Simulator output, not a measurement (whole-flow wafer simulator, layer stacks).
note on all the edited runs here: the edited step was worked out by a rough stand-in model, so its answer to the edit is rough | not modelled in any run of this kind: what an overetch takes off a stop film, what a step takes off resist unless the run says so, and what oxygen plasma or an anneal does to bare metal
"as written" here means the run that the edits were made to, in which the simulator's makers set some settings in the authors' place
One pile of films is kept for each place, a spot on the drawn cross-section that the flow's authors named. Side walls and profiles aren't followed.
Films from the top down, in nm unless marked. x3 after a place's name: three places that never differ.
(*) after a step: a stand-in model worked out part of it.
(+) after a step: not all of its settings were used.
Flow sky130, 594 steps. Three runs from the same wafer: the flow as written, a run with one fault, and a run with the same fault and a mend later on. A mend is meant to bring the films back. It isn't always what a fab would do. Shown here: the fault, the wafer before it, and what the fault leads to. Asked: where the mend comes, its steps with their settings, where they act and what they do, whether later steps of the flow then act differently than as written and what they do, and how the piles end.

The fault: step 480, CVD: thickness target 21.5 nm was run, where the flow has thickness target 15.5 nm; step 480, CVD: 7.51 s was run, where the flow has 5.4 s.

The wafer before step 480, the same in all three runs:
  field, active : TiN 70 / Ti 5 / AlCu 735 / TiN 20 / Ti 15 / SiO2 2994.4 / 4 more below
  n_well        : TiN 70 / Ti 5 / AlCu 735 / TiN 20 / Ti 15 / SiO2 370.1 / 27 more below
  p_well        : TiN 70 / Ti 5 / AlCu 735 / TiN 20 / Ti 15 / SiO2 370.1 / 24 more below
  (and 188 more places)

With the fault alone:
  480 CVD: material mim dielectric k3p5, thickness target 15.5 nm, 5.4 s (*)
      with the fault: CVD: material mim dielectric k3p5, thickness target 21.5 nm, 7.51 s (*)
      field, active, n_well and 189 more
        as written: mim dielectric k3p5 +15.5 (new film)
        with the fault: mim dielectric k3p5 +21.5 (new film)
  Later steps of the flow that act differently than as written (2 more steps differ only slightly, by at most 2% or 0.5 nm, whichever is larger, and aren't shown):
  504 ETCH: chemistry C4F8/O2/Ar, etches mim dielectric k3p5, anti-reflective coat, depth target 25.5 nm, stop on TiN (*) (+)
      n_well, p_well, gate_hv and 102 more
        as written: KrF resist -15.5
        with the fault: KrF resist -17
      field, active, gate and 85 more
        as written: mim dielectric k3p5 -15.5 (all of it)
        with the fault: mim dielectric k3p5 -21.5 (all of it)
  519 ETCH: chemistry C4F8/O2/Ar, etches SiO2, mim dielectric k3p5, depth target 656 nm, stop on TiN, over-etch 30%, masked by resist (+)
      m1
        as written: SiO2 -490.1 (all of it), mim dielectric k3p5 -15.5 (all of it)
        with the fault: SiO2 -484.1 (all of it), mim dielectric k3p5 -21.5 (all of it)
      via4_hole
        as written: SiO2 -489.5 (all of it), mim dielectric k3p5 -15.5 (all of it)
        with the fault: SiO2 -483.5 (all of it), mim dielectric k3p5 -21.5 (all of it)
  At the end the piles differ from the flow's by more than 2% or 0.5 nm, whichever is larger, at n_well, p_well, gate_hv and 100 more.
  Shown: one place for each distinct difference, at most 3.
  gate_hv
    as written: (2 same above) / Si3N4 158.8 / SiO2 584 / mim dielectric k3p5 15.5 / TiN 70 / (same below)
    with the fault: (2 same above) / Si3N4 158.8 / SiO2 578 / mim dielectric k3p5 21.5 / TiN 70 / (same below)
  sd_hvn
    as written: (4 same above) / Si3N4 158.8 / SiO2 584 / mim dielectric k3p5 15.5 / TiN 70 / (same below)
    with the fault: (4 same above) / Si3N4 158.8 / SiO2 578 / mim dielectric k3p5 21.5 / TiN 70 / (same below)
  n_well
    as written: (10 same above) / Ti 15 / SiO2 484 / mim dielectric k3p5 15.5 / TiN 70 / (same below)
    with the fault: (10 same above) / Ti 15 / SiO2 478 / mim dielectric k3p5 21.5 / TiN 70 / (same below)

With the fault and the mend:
  The mend comes after step 480.
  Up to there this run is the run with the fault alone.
  480a ETCH: chemistry C4F8/O2/Ar, etches mim dielectric k3p5, anti-reflective coat, depth target 6 nm (*) (the flow's step 450 once more, with other settings)
      field, active, n_well and 189 more
        mim dielectric k3p5 -6
  No later step of the flow acts differently than as written at any place that is followed.
  At the end the piles are the same as the flow's at every place that both follow.
